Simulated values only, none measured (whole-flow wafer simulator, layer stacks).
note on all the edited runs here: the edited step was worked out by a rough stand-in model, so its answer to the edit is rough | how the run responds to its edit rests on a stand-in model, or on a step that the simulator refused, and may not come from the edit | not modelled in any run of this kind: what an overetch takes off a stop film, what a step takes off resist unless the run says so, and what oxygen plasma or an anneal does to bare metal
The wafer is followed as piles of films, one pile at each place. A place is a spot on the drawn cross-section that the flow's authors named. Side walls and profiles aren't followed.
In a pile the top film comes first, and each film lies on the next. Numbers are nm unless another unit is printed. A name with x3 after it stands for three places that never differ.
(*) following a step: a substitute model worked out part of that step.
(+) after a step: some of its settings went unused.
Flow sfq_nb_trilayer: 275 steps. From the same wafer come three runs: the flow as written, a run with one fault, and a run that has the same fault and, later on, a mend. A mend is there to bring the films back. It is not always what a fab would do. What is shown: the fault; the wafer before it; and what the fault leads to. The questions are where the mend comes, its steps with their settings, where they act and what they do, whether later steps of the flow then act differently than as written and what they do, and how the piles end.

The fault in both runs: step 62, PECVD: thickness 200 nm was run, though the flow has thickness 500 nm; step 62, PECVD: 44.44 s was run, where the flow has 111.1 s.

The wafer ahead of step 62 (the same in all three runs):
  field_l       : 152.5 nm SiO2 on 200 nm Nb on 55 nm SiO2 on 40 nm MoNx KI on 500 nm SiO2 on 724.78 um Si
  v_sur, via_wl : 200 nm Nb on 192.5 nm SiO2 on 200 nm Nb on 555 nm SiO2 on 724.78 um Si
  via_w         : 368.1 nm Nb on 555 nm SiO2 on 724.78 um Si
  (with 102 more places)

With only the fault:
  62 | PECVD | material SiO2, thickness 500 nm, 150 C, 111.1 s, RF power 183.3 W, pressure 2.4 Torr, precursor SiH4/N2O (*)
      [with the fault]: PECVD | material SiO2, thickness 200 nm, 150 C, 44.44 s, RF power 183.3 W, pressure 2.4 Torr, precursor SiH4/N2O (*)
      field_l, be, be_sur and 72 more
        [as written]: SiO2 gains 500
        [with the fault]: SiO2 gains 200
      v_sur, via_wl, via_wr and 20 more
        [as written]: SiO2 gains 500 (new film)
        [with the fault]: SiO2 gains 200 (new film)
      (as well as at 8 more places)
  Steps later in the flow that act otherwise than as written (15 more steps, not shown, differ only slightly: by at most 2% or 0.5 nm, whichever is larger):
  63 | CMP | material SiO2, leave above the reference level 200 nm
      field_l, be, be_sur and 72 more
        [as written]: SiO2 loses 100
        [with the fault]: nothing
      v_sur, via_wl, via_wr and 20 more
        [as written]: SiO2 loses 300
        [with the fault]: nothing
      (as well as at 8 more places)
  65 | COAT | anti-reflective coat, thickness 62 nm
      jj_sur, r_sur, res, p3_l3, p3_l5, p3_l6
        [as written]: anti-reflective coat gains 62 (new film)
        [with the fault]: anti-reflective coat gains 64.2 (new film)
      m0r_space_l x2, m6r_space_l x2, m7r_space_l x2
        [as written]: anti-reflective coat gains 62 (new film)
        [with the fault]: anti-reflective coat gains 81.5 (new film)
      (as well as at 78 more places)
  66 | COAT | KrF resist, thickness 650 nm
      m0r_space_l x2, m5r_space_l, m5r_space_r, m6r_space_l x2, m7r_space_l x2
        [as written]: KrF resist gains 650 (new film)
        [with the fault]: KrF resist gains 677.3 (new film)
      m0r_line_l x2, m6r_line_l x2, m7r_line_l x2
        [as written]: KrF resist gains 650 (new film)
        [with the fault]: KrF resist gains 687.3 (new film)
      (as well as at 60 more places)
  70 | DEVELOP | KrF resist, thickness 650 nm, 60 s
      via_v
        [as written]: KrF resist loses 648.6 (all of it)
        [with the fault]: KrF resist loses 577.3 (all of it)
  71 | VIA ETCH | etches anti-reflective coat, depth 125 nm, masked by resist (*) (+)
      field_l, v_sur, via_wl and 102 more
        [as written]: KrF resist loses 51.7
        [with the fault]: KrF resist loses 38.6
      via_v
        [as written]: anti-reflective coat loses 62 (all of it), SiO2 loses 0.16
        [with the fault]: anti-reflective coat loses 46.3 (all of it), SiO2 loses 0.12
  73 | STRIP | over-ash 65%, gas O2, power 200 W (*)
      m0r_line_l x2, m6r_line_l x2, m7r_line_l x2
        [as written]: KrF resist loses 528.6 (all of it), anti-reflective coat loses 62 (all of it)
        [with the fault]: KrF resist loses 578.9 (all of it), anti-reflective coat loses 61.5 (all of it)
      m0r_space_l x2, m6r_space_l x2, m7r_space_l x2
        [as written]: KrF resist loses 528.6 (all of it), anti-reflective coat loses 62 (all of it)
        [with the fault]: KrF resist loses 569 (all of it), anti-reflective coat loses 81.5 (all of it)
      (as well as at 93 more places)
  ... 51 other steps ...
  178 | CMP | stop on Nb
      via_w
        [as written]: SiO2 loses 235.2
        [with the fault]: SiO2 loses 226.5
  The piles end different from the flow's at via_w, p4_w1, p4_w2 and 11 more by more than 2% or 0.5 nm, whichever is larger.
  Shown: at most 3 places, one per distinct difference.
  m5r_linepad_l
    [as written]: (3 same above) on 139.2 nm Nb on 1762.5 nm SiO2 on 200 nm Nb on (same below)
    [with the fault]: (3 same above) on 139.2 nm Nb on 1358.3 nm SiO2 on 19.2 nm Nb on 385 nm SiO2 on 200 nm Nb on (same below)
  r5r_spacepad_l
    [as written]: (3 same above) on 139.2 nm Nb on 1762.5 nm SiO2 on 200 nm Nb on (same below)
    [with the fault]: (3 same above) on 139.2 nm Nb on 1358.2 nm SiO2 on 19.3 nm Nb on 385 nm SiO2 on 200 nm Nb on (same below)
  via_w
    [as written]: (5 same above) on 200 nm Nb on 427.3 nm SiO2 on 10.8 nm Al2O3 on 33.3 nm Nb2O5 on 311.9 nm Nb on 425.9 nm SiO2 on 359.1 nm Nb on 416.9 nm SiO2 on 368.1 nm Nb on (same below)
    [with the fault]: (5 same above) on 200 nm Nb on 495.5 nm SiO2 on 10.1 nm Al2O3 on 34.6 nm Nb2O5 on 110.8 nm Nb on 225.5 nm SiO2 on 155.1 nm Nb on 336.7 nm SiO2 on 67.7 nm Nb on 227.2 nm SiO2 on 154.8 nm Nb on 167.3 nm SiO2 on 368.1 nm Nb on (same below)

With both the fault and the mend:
  After step 62 comes the mend.
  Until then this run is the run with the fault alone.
  62a | PECVD | material SiO2, thickness 300 nm, 150 C, 66.67 s, RF power 183.3 W, pressure 2.4 Torr, precursor SiH4/N2O (*) (the flow's step 62, run once more with other settings)
      field_l, v_sur, via_wl and 100 more
        SiO2 gains 300
      wl_d_sl, wl_d_sr
        SiO2 gains 357.1
      via_w
        SiO2 gains 406.7
  Steps later in the flow that act otherwise than as written:
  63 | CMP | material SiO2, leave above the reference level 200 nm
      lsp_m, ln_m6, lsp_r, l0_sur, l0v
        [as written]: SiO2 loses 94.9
        [with the mend]: SiO2 loses 100
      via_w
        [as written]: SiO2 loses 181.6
        [with the mend]: SiO2 loses 157.1
  The piles end the same as the flow's at every place that both follow.
